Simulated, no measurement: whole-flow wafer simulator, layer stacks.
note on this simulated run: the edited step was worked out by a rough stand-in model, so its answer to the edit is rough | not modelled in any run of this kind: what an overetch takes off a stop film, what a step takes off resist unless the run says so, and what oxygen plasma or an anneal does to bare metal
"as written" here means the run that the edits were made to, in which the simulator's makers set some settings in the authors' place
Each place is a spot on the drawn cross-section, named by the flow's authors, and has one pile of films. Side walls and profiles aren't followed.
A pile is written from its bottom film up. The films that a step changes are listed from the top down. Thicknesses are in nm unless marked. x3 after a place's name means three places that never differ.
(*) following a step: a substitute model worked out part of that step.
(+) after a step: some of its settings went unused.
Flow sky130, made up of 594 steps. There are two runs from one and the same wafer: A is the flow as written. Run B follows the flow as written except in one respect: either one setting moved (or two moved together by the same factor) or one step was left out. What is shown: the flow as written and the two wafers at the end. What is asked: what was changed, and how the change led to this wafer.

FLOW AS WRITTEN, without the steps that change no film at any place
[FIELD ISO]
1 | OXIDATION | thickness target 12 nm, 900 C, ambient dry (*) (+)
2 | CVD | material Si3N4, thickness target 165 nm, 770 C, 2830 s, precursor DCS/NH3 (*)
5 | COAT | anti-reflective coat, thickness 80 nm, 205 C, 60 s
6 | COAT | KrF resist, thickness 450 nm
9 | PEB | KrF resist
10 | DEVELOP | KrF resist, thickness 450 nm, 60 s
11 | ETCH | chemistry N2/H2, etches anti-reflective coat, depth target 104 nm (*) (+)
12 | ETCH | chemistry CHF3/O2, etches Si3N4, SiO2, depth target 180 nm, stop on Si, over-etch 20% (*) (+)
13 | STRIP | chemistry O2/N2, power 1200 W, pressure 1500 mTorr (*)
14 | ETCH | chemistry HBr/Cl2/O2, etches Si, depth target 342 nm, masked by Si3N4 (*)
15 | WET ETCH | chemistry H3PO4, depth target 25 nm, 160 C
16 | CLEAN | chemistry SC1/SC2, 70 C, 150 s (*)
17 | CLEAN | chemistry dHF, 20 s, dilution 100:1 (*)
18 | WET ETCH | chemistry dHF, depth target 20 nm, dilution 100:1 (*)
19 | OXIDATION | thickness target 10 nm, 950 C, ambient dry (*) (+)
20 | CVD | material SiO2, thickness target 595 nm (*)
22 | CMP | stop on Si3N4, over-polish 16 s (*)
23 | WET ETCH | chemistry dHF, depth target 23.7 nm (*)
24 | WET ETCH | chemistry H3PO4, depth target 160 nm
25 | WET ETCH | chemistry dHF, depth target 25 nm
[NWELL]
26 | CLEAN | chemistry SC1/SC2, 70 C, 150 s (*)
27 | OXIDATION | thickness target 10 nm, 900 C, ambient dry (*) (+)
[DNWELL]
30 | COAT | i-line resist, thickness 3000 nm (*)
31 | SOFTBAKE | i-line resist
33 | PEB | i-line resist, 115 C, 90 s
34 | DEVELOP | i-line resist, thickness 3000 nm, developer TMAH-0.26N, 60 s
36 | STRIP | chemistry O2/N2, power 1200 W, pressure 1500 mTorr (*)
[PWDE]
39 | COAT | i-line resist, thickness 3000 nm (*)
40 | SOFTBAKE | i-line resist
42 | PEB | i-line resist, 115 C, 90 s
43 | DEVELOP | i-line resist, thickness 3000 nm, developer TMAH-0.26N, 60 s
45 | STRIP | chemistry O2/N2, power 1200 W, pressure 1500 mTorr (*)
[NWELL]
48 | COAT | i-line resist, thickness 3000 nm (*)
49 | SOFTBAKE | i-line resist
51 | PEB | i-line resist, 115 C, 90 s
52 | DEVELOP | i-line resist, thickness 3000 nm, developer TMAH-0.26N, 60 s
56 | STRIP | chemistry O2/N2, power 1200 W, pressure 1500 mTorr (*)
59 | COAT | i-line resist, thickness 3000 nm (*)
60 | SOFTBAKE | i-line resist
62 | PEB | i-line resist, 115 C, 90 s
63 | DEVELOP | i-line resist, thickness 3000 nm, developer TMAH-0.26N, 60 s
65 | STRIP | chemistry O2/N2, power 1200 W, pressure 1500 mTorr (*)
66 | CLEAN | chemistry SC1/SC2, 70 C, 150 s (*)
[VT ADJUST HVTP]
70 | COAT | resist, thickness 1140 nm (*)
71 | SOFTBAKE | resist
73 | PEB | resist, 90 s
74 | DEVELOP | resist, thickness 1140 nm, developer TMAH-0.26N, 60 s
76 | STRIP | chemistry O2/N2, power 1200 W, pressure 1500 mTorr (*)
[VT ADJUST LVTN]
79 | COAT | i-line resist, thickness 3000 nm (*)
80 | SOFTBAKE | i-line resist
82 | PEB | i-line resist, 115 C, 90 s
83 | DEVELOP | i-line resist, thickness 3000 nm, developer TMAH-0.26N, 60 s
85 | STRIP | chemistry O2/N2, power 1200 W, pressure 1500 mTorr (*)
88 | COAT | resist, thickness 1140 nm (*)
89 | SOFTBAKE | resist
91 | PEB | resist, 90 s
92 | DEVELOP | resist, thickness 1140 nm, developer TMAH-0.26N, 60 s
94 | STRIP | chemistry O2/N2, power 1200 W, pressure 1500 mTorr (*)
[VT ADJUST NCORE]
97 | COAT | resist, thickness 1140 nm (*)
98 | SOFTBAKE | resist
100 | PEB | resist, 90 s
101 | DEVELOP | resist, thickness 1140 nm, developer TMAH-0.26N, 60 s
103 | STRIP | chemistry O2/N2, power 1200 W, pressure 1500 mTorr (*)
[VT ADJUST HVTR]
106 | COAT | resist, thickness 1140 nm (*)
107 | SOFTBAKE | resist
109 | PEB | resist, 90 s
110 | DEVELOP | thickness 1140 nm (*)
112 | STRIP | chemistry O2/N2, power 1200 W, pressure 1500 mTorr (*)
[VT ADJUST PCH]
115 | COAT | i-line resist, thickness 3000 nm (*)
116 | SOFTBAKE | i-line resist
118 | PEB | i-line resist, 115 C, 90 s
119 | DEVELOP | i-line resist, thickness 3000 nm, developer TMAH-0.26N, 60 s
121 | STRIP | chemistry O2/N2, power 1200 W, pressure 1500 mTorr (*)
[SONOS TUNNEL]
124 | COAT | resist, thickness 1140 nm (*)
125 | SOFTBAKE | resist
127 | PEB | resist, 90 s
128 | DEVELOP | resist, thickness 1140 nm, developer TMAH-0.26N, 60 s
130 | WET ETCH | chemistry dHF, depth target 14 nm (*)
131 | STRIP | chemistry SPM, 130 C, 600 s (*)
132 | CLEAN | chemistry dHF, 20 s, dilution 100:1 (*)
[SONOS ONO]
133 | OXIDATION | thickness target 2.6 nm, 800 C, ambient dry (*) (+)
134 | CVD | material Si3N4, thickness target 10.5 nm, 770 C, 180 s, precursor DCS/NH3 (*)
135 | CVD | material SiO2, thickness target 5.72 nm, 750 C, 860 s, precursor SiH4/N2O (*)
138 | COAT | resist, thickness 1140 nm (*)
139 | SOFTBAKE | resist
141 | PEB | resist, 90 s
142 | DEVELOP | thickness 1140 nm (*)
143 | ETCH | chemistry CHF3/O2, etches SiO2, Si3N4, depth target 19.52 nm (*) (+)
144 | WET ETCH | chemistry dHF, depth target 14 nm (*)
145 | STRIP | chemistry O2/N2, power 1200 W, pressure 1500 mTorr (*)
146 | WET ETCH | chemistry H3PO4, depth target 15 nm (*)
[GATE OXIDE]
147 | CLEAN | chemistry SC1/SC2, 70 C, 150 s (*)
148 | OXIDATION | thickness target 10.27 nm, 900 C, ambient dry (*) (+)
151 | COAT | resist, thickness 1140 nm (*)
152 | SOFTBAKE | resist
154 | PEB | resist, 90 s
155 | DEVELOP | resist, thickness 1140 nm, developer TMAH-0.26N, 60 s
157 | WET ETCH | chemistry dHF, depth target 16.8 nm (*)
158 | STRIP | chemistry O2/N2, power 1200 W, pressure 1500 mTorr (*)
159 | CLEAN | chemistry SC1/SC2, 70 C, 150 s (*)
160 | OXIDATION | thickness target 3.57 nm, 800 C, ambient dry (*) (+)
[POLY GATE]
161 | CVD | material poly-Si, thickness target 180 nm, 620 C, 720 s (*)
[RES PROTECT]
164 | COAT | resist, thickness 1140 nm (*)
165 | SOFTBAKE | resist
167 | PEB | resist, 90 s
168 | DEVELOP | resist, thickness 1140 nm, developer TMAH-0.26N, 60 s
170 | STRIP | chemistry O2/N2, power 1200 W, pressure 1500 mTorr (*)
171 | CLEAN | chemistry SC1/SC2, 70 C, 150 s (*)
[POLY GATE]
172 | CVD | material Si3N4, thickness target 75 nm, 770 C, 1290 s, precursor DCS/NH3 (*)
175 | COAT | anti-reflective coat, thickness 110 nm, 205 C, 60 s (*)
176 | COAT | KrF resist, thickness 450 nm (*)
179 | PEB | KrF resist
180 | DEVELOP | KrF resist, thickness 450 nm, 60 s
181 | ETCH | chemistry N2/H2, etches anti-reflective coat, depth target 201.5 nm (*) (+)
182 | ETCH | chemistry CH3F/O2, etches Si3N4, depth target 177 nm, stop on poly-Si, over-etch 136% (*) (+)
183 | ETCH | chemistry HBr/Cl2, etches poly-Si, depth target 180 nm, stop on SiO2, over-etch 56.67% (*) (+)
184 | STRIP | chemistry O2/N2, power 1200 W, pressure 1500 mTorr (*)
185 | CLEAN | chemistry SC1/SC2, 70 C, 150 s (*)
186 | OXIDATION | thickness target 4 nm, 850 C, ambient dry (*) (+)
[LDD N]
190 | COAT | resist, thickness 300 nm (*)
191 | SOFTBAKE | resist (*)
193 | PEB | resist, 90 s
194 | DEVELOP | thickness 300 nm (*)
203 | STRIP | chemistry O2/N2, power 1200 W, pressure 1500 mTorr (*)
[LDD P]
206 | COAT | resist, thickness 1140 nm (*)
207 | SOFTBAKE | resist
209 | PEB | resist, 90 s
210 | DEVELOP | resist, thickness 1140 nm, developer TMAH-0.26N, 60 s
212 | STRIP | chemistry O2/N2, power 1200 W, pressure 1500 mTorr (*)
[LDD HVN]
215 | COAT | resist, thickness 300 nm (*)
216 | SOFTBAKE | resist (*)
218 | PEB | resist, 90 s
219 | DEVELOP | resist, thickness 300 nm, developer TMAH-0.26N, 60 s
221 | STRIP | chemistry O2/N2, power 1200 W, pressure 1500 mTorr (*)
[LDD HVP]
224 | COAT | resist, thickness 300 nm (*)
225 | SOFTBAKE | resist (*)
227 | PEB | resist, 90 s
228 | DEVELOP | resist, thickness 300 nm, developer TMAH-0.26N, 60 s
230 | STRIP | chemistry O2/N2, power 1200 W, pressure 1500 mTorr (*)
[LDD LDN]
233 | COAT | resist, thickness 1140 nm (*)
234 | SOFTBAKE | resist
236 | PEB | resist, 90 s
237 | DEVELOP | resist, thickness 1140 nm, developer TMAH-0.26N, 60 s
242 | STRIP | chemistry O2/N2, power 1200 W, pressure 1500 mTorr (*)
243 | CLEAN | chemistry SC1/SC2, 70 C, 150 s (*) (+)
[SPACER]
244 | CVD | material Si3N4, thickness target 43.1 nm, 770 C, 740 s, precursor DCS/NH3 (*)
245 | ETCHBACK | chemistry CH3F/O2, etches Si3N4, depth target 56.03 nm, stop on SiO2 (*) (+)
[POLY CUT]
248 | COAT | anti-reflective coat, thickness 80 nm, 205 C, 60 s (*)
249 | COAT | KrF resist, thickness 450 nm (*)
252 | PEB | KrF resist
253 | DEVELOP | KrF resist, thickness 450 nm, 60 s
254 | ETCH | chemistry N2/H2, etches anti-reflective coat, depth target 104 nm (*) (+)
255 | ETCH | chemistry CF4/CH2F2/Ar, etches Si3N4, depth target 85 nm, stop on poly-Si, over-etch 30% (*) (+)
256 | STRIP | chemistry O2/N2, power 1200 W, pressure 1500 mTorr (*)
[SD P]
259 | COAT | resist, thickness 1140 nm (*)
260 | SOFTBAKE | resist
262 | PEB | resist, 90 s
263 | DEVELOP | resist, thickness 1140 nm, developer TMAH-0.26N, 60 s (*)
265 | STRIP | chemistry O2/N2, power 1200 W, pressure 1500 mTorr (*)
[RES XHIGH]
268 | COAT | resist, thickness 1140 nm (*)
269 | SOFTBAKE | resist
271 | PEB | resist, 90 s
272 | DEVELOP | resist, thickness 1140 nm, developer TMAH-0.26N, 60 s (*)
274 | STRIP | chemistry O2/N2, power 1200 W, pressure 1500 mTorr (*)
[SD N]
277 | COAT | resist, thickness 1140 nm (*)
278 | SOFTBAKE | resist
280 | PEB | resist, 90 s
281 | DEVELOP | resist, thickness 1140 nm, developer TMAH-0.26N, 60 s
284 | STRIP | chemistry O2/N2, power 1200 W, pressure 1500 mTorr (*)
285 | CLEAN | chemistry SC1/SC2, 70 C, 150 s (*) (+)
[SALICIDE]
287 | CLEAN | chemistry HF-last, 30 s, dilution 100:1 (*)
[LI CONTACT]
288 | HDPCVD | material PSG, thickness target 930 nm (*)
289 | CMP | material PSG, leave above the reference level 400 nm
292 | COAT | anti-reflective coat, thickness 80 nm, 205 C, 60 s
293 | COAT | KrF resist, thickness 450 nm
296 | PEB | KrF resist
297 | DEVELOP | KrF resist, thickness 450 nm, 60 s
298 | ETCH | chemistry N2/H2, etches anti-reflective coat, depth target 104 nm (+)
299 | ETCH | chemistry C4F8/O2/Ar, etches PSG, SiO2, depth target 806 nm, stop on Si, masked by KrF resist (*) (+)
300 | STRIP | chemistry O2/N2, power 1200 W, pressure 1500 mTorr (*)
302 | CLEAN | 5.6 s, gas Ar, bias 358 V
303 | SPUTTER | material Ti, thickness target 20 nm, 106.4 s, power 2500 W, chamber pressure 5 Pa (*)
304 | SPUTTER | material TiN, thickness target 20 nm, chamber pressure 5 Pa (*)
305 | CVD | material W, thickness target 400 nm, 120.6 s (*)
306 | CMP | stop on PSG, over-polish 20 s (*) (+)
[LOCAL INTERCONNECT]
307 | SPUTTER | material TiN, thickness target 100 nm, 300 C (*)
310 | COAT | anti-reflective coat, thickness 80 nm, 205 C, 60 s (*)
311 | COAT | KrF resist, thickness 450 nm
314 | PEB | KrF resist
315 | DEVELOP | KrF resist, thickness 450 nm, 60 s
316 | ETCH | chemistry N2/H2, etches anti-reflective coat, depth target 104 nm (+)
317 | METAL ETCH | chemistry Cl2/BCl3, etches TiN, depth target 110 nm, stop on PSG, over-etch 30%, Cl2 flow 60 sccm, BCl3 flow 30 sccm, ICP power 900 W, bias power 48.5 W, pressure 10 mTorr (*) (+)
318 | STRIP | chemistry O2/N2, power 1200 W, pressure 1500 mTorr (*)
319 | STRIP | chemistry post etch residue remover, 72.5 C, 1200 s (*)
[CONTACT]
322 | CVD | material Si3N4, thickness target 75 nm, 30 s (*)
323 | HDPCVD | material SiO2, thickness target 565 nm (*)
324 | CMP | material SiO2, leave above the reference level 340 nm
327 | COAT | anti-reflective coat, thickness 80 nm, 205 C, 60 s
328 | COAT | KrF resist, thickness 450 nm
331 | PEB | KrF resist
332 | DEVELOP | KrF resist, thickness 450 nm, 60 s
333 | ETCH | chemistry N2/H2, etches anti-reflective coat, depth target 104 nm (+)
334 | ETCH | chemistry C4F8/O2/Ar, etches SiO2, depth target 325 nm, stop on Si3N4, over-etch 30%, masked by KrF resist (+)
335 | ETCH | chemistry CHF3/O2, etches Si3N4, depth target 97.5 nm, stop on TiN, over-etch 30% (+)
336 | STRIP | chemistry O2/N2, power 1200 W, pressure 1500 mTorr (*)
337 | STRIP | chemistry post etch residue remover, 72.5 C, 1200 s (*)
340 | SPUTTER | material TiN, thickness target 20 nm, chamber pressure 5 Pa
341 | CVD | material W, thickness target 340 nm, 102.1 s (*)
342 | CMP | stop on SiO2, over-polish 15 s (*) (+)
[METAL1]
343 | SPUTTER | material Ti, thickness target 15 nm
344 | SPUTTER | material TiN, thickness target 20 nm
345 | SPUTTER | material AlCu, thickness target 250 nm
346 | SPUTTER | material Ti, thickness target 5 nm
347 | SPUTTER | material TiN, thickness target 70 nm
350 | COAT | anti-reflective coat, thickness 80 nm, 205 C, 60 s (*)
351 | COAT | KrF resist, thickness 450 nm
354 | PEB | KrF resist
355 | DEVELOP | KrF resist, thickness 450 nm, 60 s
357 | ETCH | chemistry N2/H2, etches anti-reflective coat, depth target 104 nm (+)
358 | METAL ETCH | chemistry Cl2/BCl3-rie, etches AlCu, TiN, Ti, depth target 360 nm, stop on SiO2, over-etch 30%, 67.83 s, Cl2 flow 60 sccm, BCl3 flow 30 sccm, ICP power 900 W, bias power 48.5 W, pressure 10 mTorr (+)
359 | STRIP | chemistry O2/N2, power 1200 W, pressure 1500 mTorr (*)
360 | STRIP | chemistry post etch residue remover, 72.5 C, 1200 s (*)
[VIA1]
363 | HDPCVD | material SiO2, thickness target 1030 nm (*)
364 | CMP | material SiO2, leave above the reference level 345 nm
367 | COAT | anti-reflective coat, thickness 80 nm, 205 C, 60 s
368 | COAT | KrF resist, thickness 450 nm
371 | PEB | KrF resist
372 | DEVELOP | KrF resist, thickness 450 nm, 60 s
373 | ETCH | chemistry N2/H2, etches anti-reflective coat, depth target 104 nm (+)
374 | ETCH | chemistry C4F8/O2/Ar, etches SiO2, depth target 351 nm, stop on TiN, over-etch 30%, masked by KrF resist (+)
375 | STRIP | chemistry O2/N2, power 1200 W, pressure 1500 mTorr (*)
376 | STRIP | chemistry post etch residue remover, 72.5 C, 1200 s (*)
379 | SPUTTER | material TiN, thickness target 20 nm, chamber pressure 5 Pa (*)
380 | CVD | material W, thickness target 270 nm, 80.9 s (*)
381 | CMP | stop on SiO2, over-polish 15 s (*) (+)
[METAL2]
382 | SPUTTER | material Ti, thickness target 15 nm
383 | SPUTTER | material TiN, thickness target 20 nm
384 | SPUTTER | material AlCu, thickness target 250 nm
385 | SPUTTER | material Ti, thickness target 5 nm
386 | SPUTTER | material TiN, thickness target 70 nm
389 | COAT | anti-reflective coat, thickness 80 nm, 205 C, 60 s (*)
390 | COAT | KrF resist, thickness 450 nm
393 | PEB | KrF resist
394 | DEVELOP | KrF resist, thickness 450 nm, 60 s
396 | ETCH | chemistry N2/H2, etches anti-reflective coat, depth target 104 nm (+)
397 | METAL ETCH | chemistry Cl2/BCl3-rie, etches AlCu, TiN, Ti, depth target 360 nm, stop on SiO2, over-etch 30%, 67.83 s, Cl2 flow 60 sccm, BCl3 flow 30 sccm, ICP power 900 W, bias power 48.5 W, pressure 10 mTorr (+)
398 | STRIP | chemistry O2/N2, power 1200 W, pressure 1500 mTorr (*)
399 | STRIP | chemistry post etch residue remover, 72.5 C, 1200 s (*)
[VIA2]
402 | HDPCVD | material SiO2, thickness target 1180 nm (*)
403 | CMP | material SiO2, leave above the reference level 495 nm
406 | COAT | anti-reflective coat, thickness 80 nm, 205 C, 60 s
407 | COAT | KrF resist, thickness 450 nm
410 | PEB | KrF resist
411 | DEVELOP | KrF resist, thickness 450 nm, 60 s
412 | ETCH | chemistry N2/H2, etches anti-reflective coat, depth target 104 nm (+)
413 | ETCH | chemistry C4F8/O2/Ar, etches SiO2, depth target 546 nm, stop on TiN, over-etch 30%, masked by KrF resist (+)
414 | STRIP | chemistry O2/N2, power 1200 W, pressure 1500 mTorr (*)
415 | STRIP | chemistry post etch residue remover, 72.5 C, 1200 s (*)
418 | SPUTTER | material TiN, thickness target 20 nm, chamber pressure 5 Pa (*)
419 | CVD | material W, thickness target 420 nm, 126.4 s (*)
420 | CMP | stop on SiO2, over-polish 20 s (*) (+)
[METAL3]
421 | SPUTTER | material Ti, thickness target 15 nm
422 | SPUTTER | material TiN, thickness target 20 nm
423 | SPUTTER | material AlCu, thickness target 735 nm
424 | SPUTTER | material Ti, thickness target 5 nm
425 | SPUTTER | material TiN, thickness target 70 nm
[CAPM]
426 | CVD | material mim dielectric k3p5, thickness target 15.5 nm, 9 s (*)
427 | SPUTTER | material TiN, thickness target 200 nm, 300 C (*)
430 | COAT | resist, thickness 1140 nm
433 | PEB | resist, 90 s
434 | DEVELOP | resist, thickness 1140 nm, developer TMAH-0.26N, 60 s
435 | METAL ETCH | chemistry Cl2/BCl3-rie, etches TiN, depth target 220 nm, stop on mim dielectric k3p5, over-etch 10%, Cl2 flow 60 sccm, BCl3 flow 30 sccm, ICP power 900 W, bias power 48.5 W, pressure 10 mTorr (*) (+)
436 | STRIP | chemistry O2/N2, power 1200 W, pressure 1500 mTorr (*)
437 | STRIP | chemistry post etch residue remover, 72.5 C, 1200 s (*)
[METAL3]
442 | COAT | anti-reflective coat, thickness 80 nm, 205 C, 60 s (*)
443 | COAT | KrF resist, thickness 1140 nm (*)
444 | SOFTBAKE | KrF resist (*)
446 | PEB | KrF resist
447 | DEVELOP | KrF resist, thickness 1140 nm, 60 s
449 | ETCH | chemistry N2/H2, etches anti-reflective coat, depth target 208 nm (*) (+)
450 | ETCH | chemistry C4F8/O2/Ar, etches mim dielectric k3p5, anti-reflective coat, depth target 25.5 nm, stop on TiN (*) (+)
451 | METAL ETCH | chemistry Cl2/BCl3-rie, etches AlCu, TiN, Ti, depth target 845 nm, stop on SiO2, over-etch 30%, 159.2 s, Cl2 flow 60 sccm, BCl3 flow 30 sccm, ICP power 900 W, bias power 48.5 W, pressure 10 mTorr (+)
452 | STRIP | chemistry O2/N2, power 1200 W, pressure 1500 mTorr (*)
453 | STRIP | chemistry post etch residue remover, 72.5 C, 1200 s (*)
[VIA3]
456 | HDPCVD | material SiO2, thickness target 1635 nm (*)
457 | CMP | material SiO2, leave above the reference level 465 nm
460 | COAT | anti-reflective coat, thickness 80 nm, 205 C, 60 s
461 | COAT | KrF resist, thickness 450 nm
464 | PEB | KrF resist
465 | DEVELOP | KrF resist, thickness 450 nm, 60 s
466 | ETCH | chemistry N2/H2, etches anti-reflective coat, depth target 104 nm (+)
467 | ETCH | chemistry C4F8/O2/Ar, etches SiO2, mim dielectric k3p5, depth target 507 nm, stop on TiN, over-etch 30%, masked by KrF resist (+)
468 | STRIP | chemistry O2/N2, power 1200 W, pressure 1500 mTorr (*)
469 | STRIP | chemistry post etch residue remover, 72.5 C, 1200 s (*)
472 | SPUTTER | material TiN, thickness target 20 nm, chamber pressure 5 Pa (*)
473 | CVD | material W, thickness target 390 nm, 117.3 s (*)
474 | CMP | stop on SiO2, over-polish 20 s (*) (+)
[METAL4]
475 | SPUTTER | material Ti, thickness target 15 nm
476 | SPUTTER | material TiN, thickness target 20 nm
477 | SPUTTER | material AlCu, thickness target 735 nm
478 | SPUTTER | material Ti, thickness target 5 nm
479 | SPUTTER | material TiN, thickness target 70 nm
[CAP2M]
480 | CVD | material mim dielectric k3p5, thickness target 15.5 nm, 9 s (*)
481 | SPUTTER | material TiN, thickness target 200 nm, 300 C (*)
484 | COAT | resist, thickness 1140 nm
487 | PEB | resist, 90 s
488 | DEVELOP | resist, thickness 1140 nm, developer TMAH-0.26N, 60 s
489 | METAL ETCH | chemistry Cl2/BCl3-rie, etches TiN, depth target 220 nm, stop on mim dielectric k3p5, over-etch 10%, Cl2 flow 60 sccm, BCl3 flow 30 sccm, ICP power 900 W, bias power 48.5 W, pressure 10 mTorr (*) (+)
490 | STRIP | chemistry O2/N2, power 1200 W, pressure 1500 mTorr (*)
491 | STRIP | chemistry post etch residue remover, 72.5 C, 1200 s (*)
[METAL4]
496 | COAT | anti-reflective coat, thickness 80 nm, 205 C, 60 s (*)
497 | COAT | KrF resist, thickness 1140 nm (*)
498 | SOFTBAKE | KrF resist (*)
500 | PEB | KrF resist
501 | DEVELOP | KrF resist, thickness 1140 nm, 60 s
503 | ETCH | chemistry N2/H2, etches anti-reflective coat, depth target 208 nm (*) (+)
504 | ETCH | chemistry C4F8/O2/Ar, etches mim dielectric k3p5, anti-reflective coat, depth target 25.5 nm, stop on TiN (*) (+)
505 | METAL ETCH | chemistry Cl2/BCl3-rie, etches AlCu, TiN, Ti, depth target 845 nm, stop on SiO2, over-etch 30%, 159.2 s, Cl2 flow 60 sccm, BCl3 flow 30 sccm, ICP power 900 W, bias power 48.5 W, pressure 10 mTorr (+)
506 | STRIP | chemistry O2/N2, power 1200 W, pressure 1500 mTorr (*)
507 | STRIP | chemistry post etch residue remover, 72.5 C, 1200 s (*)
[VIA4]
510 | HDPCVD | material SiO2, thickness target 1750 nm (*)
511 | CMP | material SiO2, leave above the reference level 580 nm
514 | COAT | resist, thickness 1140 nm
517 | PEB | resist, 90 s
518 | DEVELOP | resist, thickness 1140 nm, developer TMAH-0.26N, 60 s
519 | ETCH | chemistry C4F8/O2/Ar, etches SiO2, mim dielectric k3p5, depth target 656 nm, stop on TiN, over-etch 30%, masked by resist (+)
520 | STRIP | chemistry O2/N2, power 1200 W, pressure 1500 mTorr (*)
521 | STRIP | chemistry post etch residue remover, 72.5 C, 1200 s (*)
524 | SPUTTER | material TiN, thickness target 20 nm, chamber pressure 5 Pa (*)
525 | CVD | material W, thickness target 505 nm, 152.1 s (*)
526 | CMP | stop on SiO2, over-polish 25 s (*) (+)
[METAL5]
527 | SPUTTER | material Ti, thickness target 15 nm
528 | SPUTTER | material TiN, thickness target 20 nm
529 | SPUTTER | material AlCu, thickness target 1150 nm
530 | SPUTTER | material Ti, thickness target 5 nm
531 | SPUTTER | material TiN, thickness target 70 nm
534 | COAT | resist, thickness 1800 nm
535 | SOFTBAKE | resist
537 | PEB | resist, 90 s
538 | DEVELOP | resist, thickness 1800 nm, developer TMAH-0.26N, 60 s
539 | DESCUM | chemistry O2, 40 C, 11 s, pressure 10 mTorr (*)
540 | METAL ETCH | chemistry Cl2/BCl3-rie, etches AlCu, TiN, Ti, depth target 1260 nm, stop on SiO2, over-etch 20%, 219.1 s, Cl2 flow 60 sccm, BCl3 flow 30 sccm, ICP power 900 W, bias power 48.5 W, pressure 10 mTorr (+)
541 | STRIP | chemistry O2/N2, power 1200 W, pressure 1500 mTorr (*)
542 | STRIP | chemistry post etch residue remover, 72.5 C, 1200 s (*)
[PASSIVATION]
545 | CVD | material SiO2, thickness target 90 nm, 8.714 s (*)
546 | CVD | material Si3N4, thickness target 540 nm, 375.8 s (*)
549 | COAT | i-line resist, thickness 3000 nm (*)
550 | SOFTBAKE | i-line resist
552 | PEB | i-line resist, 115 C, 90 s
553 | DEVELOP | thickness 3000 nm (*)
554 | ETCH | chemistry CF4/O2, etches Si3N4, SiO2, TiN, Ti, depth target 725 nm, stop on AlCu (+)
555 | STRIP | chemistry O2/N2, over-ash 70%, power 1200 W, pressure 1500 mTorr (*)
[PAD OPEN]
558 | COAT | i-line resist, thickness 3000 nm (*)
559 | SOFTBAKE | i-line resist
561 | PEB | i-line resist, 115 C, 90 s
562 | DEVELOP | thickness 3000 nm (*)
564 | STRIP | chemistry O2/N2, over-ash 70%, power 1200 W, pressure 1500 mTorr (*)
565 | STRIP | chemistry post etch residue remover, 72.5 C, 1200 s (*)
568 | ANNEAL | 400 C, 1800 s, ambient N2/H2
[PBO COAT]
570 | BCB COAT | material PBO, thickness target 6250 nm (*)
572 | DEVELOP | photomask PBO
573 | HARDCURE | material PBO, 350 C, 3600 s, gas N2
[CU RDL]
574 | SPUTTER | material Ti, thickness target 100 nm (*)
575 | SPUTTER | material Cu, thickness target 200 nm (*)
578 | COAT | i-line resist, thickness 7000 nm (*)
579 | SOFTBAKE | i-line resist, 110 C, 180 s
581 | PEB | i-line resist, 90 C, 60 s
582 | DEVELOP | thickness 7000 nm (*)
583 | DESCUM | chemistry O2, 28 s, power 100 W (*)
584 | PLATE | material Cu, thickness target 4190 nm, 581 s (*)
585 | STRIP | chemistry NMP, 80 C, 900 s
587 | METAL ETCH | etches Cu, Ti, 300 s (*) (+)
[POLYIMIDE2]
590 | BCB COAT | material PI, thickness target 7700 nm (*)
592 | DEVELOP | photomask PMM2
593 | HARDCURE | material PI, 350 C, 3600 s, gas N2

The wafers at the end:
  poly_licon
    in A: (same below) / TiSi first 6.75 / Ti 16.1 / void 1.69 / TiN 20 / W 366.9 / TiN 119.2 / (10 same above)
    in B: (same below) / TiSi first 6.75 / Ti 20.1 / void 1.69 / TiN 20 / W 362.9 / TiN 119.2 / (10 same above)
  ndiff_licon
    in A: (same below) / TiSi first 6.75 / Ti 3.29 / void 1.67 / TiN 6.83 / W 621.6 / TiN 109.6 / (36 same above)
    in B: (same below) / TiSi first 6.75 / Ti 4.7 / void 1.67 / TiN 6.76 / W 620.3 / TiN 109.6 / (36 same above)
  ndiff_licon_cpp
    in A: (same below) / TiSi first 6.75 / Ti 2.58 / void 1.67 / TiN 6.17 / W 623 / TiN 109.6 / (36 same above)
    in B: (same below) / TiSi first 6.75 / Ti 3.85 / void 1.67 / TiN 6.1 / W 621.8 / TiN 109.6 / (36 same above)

The reason: step 303, SPUTTER: thickness target 24 nm was run, though the flow has thickness target 20 nm.

Step by step, how the change led to this:
  303 | SPUTTER | material Ti, thickness target 20 nm, 106.4 s, power 2500 W, chamber pressure 5 Pa (*)
      field, active, n_well and 185 more: A +20 Ti (new film) | B +24 Ti (new film)
      ndiff_licon: A +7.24 Ti (new film) | B +8.64 Ti (new film)
      (and at 2 other places as well)
  306 | CMP | stop on PSG, over-polish 20 s (*) (+)
      field, active, n_well and 184 more: A -400 W (all of it), -20 TiN (all of it), -20 Ti (all of it), -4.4 PSG | B -400 W (all of it), -20 TiN (all of it), -24 Ti (all of it), -4.4 PSG
      poly_licon: A -33.1 W | B -37.1 W
